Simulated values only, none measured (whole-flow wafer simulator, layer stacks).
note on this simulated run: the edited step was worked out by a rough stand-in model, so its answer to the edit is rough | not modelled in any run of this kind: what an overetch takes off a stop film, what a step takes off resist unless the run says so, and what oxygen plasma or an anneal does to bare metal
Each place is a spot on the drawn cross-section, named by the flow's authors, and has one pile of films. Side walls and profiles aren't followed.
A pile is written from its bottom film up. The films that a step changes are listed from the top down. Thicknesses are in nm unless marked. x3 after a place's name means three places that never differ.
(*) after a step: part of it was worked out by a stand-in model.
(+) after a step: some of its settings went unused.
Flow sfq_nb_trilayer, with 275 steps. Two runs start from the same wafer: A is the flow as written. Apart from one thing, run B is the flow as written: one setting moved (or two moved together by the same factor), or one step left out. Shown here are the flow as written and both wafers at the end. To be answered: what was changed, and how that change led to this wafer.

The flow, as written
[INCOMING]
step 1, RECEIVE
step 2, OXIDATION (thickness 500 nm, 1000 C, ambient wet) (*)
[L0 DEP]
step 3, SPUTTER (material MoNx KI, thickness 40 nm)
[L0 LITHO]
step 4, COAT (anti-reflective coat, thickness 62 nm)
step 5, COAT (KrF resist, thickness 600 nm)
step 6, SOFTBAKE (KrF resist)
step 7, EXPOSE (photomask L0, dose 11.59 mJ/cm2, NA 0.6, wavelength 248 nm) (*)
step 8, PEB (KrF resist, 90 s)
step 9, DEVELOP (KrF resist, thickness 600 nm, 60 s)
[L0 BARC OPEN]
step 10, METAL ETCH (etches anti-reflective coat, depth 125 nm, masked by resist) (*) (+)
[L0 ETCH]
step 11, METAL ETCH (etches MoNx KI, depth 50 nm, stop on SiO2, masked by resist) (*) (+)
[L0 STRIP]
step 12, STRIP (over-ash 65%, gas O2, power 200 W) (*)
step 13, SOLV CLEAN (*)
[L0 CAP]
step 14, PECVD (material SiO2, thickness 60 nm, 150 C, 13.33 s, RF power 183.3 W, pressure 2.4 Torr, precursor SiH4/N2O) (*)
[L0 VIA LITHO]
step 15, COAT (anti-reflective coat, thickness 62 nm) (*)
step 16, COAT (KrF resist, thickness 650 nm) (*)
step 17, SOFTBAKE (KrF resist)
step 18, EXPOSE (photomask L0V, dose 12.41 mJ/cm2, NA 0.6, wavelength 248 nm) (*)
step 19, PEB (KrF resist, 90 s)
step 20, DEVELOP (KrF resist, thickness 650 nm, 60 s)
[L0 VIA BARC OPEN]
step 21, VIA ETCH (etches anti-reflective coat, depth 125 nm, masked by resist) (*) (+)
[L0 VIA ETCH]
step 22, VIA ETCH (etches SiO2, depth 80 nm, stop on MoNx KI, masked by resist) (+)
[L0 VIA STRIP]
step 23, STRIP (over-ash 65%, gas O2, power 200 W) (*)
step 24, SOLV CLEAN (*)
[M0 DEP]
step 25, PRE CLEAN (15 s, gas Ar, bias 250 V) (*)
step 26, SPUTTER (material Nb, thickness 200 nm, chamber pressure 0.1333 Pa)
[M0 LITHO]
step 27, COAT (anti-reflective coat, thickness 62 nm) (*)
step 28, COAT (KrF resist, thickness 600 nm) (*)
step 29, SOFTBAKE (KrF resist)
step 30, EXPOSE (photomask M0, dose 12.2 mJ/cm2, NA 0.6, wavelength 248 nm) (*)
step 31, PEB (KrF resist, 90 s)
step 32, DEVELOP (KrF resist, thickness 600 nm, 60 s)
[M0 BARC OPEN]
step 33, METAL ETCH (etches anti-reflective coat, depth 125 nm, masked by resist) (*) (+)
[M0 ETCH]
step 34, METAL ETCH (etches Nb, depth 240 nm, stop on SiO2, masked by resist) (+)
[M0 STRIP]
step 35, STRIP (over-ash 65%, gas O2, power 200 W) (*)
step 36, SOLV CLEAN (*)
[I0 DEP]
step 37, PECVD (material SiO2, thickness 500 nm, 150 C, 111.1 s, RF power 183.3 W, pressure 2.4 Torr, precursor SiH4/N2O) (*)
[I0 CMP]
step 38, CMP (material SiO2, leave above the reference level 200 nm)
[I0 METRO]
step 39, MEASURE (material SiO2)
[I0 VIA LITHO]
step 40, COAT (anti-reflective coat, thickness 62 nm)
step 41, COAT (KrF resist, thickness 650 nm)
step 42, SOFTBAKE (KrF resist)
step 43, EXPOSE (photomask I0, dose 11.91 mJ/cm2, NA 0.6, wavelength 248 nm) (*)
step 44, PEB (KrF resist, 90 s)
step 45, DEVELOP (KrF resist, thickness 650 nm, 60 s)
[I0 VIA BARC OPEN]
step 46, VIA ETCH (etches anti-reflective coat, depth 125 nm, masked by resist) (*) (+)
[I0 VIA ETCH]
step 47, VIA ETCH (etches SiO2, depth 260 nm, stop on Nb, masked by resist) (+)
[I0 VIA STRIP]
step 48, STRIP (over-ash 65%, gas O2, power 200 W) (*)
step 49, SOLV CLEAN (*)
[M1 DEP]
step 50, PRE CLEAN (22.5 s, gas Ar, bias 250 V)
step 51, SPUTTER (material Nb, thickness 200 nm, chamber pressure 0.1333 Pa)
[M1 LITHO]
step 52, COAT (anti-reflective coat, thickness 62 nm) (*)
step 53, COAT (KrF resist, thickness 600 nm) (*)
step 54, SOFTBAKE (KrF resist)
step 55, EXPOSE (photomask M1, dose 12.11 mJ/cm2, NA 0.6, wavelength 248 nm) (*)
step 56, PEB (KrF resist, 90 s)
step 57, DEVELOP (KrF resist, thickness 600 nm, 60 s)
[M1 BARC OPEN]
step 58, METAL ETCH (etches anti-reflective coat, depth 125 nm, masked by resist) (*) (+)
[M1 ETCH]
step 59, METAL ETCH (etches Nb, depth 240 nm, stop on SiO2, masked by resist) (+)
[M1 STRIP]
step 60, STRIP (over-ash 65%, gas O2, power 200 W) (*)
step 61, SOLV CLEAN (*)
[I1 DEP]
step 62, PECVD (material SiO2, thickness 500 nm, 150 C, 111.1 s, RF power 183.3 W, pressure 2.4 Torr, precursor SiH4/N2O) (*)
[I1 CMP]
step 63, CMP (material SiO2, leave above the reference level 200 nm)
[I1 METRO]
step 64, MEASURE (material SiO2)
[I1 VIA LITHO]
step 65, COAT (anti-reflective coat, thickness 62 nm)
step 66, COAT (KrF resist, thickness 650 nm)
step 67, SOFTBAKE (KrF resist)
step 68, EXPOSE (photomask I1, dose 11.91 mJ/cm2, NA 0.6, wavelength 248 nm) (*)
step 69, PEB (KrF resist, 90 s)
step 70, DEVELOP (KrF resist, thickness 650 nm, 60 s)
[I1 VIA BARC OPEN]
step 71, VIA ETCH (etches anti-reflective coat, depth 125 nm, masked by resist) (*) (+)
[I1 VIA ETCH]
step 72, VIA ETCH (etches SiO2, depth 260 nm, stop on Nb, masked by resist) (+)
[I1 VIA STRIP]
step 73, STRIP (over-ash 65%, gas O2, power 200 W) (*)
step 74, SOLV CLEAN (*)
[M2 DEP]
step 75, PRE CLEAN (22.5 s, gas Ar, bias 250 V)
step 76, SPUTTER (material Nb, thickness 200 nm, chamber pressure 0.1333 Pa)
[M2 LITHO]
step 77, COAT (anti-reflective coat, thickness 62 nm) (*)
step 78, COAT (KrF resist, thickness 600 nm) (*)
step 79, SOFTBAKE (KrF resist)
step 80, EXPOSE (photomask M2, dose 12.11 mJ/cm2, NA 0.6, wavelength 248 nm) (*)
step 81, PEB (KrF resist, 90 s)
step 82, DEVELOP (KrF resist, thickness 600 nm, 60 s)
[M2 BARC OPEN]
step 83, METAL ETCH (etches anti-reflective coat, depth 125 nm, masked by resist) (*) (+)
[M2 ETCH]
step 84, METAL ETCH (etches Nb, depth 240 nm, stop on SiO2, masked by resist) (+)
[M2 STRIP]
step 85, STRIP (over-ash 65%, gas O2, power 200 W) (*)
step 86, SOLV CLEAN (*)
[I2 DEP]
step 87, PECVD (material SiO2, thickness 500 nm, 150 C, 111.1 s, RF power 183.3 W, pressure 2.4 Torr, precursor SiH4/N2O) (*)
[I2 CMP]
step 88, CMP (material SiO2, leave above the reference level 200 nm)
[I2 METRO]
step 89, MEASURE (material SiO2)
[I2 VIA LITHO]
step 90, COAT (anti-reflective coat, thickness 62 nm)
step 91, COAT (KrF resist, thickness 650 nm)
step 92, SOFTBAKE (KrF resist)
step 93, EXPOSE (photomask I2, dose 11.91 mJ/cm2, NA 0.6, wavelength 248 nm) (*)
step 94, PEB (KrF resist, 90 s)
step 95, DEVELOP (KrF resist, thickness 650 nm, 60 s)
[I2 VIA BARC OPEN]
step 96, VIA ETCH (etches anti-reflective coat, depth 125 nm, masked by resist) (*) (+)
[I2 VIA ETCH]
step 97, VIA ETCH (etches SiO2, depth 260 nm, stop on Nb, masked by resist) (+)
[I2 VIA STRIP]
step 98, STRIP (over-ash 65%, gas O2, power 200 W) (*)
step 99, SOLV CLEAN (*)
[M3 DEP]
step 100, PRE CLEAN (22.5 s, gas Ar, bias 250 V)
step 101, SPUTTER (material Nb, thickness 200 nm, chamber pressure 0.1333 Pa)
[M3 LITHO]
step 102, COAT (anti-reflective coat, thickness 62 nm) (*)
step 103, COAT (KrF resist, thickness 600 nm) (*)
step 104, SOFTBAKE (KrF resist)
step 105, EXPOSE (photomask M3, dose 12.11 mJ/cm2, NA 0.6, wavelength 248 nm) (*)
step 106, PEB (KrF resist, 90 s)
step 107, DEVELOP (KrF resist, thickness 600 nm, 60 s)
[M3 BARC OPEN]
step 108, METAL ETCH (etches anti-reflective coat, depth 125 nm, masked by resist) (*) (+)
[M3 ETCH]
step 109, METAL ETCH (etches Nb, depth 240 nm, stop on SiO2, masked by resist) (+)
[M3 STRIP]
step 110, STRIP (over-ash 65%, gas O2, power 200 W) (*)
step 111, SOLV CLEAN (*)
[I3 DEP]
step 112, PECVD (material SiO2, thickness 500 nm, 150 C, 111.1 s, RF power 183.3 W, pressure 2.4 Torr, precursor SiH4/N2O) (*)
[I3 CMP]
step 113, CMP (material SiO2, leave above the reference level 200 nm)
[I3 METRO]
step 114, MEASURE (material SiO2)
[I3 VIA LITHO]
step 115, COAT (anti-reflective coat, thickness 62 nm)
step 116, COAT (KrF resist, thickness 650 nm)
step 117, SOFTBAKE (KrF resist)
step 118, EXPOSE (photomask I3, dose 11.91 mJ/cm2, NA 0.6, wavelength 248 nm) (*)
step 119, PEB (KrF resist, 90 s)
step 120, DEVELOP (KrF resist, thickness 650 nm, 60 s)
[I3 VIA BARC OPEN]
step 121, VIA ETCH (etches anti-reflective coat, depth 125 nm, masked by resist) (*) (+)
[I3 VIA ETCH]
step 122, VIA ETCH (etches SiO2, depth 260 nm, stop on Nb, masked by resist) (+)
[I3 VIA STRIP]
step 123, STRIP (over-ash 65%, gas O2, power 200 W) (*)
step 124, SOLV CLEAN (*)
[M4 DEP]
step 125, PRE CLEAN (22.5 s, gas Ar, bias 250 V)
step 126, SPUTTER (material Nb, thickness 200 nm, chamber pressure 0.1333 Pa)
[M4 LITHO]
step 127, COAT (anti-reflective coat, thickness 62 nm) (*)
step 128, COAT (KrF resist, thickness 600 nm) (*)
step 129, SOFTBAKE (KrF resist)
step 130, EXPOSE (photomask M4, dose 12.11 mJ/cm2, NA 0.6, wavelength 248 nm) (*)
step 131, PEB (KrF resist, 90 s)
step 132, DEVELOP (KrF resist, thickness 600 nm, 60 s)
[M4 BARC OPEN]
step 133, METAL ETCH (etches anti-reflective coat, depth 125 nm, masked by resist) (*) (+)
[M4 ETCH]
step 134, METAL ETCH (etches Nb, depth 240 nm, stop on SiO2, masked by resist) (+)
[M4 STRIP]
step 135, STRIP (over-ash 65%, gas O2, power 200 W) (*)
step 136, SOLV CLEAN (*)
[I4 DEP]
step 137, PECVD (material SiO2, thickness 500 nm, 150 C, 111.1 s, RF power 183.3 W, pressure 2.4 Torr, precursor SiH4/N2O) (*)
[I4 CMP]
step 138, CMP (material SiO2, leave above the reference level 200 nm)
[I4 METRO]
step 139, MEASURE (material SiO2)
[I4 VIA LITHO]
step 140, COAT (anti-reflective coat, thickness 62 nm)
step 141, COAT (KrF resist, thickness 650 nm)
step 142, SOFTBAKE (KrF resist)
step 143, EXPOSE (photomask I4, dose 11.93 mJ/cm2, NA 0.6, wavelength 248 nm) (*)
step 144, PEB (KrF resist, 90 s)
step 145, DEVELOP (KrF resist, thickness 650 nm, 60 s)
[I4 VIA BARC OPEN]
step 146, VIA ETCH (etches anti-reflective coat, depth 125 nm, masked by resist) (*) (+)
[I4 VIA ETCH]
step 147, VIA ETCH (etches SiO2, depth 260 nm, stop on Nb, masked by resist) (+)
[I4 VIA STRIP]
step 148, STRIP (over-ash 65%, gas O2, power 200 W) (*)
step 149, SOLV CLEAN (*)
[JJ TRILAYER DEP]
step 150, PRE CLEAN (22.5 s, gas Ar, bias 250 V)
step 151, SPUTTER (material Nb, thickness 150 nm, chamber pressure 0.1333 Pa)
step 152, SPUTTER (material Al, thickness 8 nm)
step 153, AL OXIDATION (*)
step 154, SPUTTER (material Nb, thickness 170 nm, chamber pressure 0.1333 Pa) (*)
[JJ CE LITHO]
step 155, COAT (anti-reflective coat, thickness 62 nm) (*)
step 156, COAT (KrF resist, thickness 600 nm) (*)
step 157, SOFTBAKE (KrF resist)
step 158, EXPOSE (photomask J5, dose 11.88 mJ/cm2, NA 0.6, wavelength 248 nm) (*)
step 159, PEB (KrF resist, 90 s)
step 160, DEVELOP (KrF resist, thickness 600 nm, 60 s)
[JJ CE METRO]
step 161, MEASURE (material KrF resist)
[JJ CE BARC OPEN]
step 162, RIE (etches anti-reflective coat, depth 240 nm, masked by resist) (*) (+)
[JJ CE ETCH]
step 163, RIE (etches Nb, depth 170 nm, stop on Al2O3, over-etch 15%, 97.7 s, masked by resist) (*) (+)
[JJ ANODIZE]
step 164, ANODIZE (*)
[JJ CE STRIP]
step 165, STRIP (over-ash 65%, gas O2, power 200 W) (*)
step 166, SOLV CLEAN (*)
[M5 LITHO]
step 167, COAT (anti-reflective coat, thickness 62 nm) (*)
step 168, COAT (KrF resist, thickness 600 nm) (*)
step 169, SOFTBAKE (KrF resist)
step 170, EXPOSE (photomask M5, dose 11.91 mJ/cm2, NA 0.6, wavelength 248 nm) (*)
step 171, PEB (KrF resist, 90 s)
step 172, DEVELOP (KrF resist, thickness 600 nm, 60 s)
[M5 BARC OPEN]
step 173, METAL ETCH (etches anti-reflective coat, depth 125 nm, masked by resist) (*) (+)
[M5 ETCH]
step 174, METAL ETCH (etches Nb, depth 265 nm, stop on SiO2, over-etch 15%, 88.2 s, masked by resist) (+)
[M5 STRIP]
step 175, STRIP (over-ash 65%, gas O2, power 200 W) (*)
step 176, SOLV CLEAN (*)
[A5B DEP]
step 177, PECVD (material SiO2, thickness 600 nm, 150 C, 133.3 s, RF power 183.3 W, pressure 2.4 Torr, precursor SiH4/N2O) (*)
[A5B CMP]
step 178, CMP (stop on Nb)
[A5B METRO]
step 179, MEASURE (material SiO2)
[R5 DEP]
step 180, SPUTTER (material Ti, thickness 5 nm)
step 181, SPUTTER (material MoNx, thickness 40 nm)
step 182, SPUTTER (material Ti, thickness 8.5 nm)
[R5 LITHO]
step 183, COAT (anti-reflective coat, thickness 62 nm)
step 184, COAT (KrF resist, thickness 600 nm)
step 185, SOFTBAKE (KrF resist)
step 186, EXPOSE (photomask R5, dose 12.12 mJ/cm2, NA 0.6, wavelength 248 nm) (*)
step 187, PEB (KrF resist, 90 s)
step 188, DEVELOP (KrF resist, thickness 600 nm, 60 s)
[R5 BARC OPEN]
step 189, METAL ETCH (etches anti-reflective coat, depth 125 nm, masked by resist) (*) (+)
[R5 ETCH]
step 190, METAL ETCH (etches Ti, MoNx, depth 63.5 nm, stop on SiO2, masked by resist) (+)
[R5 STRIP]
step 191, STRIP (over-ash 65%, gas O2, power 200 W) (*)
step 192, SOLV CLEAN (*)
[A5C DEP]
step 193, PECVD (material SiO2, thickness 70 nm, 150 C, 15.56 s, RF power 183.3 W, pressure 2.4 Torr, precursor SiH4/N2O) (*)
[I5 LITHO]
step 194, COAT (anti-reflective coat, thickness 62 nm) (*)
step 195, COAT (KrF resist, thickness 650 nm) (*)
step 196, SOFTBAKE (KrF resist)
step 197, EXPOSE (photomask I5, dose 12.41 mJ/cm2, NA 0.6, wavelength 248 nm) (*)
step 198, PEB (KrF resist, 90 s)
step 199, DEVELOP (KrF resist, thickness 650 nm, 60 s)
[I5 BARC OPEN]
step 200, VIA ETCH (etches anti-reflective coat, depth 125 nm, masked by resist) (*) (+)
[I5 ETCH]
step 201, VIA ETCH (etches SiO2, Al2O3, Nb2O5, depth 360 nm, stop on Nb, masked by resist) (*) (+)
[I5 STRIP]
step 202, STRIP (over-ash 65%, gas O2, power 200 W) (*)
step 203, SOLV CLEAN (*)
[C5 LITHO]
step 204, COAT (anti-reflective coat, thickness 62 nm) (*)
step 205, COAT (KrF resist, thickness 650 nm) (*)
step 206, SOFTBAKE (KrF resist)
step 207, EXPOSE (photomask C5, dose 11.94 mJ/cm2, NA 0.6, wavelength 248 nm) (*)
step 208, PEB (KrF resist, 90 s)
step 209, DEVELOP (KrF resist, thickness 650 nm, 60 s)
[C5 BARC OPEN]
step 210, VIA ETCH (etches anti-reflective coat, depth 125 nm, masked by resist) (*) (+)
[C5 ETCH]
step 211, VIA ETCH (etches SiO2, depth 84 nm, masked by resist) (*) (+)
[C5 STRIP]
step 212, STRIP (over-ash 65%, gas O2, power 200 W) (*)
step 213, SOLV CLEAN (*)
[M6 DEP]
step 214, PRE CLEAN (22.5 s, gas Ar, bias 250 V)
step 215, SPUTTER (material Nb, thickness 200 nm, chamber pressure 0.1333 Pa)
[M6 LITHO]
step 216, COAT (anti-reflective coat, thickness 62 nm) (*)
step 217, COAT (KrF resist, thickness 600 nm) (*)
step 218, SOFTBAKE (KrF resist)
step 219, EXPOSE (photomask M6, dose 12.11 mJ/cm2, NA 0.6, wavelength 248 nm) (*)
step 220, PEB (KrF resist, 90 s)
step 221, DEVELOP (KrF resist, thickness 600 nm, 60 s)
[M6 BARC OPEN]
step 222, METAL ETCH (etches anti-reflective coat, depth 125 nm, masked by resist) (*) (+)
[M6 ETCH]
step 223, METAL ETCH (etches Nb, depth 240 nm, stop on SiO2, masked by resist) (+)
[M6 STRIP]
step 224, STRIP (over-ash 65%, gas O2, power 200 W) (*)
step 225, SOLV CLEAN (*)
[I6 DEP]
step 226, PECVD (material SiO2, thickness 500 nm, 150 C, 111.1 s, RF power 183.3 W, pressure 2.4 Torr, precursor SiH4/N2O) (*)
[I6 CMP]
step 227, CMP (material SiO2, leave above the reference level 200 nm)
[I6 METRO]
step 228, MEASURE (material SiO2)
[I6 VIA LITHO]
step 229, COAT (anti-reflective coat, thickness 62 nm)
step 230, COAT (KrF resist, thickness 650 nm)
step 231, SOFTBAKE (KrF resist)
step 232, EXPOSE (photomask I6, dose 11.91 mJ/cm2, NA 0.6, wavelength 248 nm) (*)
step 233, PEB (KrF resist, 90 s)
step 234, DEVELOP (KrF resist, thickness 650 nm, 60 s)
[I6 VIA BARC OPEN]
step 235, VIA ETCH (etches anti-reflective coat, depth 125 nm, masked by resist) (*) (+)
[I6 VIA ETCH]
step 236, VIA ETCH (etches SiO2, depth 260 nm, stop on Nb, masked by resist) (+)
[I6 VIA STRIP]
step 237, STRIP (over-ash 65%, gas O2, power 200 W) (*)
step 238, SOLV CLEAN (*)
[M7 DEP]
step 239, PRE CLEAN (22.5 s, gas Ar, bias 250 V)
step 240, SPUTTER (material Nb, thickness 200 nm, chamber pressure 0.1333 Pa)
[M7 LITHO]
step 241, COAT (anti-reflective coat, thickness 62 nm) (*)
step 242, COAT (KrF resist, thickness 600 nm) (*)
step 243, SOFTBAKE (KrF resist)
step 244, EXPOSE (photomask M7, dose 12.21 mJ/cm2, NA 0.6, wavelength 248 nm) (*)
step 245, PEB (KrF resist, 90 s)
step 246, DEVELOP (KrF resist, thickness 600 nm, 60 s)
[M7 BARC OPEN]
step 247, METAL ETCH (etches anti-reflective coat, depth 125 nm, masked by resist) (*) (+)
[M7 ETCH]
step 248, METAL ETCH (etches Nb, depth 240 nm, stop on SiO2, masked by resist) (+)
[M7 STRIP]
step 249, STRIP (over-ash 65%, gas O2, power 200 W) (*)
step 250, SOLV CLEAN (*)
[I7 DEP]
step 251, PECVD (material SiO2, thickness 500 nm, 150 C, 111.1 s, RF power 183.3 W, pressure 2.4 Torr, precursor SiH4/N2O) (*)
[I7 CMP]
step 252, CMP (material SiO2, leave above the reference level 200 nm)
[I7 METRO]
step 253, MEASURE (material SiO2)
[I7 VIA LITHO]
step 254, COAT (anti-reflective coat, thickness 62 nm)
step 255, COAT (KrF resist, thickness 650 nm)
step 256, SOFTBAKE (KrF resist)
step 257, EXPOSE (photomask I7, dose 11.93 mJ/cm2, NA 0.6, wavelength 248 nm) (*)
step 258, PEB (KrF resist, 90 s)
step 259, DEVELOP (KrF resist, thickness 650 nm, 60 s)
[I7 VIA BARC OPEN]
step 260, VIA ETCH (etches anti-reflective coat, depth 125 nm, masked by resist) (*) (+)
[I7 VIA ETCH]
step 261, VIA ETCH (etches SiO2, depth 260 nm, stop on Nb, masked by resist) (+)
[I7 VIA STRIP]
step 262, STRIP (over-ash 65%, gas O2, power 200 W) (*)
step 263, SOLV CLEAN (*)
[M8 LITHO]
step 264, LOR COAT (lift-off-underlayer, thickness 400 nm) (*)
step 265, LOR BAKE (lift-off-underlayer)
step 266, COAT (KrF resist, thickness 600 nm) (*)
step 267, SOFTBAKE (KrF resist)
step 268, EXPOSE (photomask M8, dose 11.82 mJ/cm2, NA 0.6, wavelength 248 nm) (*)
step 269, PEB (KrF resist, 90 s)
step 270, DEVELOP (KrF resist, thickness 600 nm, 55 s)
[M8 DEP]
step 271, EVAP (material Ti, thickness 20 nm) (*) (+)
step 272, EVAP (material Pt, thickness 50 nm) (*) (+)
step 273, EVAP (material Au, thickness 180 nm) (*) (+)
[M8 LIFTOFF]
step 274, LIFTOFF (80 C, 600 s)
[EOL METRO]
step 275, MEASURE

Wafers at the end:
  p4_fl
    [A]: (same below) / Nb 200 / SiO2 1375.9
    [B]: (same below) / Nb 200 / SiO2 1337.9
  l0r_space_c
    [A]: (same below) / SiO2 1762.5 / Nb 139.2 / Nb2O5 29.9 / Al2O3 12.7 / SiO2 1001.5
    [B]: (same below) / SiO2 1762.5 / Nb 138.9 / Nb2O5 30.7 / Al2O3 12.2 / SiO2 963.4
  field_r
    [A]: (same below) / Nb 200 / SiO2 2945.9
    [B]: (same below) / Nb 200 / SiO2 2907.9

The reason: step 154, SPUTTER: thickness 132 nm was run, though the flow has thickness 170 nm.

How this came from the change, step by step:
  step 154, SPUTTER (material Nb, thickness 170 nm, chamber pressure 0.1333 Pa) (*)
      field_l, v_sur, via_sp and 100 more: A +170 Nb (new film) | B +132 Nb (new film)
      via_wl, via_wr: A +140.7 Nb (new film) | B +109.1 Nb (new film)
      (also at 1 further place)
  step 155, COAT (anti-reflective coat, thickness 62 nm) (*)
      via_wl, via_wr: A +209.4 anti-reflective coat (new film) | B +199.7 anti-reflective coat (new film)
      via_w: A +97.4 anti-reflective coat (new film) | B +94.3 anti-reflective coat (new film)
  step 162, RIE (etches anti-reflective coat, depth 240 nm, masked by resist) (*) (+)
      ce_l, c5j, ce_r, wl_jj: A -209.4 KrF resist | B -199.7 KrF resist
      via_wl, via_wr: A -209.4 anti-reflective coat (all of it) | B -199.7 anti-reflective coat (all of it)
      (also at 1 further place)
  step 163, RIE (etches Nb, depth 170 nm, stop on Al2O3, over-etch 15%, 97.7 s, masked by resist) (*) (+)
      field_l, v_sur, via_sp and 96 more: A -170 Nb (all of it), -0.51 Al2O3 | B -132 Nb (all of it), -0.96 Al2O3 (all of it)
      via_wl, via_wr: A -140.7 Nb (all of it), -0.96 Al2O3 (all of it) | B -109.1 Nb (all of it), -0.96 Al2O3 (all of it)
      (also at 1 further place)
  step 164, ANODIZE (*)
      field_l, v_sur, via_sp and 96 more: A +12.2 Al2O3, +29.9 Nb2O5 (new film), -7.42 Al (all of it), -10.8 Nb | B +12.2 Al2O3 (new film), +30.7 Nb2O5 (new film), -7.42 Al (all of it), -11.1 Nb
  step 165, STRIP (over-ash 65%, gas O2, power 200 W) (*)
      c5j, ce_r: A -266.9 KrF resist (all of it), -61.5 anti-reflective coat (all of it) | B -276.6 KrF resist (all of it), -61.5 anti-reflective coat (all of it)
      ce_l: A -266.8 KrF resist (all of it), -61.4 anti-reflective coat (all of it) | B -276.5 KrF resist (all of it), -61.4 anti-reflective coat (all of it)
      (also at 1 further place)
  step 167, COAT (anti-reflective coat, thickness 62 nm) (*)
      wl_j_sl, wl_j_sr: A +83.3 anti-reflective coat (new film) | B +78.3 anti-reflective coat (new film)
      jj_sur: A +82.6 anti-reflective coat (new film) | B +77.9 anti-reflective coat (new film)
      (also at 5 further places)
  step 168, COAT (KrF resist, thickness 600 nm) (*)
      ce_l: A +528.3 KrF resist (new film) | B +551.8 KrF resist (new film)
      c5j: A +507.6 KrF resist (new film) | B +531.9 KrF resist (new film)
      (also at 2 further places)
  step 174, METAL ETCH (etches Nb, depth 265 nm, stop on SiO2, over-etch 15%, 88.2 s, masked by resist) (+)
      field_l, r_sur, res and 50 more: A -12.6 Al2O3 (all of it), -29.9 Nb2O5 (all of it), -139.2 Nb (all of it), -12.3 SiO2 | B -12.2 Al2O3 (all of it), -30.7 Nb2O5 (all of it), -138.9 Nb (all of it), -12.3 SiO2
  step 175, STRIP (over-ash 65%, gas O2, power 200 W) (*)
      wl_j_sl, wl_j_sr: A -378 KrF resist (all of it), -83.3 anti-reflective coat (all of it) | B -375 KrF resist (all of it), -78.3 anti-reflective coat (all of it)
      jj_sur: A -374.7 KrF resist (all of it), -82.6 anti-reflective coat (all of it) | B -371.9 KrF resist (all of it), -77.9 anti-reflective coat (all of it)
      (also at 5 further places)
  step 178, CMP (stop on Nb)
      v_sur, via_sp, via_v and 43 more: A -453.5 SiO2 | B -491.6 SiO2
      field_l, p4_fl, p4_fm and 39 more: A -259.3 SiO2 | B -297.3 SiO2
      (also at 14 further places)
  step 201, VIA ETCH (etches SiO2, Al2O3, Nb2O5, depth 360 nm, stop on Nb, masked by resist) (*) (+)
      be: A -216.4 SiO2 (all of it), -12.7 Al2O3 (all of it), -29.9 Nb2O5 (all of it) | B -178.3 SiO2 (all of it), -12.2 Al2O3 (all of it), -30.7 Nb2O5 (all of it)
  step 204, COAT (anti-reflective coat, thickness 62 nm) (*)
      wire: A +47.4 anti-reflective coat (new film) | B +48.5 anti-reflective coat (new film)
      be: A +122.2 anti-reflective coat (new film) | B +116.6 anti-reflective coat (new film)
      (also at 1 further place)
  step 205, COAT (KrF resist, thickness 650 nm) (*)
      be: A +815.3 KrF resist (new film) | B +788.4 KrF resist (new film)
  step 212, STRIP (over-ash 65%, gas O2, power 200 W) (*)
      wire: A -555.8 KrF resist (all of it), -47.4 anti-reflective coat (all of it) | B -557.9 KrF resist (all of it), -48.5 anti-reflective coat (all of it)
      be: A -728.2 KrF resist (all of it), -122.2 anti-reflective coat (all of it) | B -701.2 KrF resist (all of it), -116.6 anti-reflective coat (all of it)
      (also at 1 further place)
  step 215, SPUTTER (material Nb, thickness 200 nm, chamber pressure 0.1333 Pa)
      be: A +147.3 Nb | B +156 Nb
  ... 3 further steps ...
  step 226, PECVD (material SiO2, thickness 500 nm, 150 C, 111.1 s, RF power 183.3 W, pressure 2.4 Torr, precursor SiH4/N2O) (*)
      be: A +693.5 SiO2 (new film) | B +647.1 SiO2 (new film)
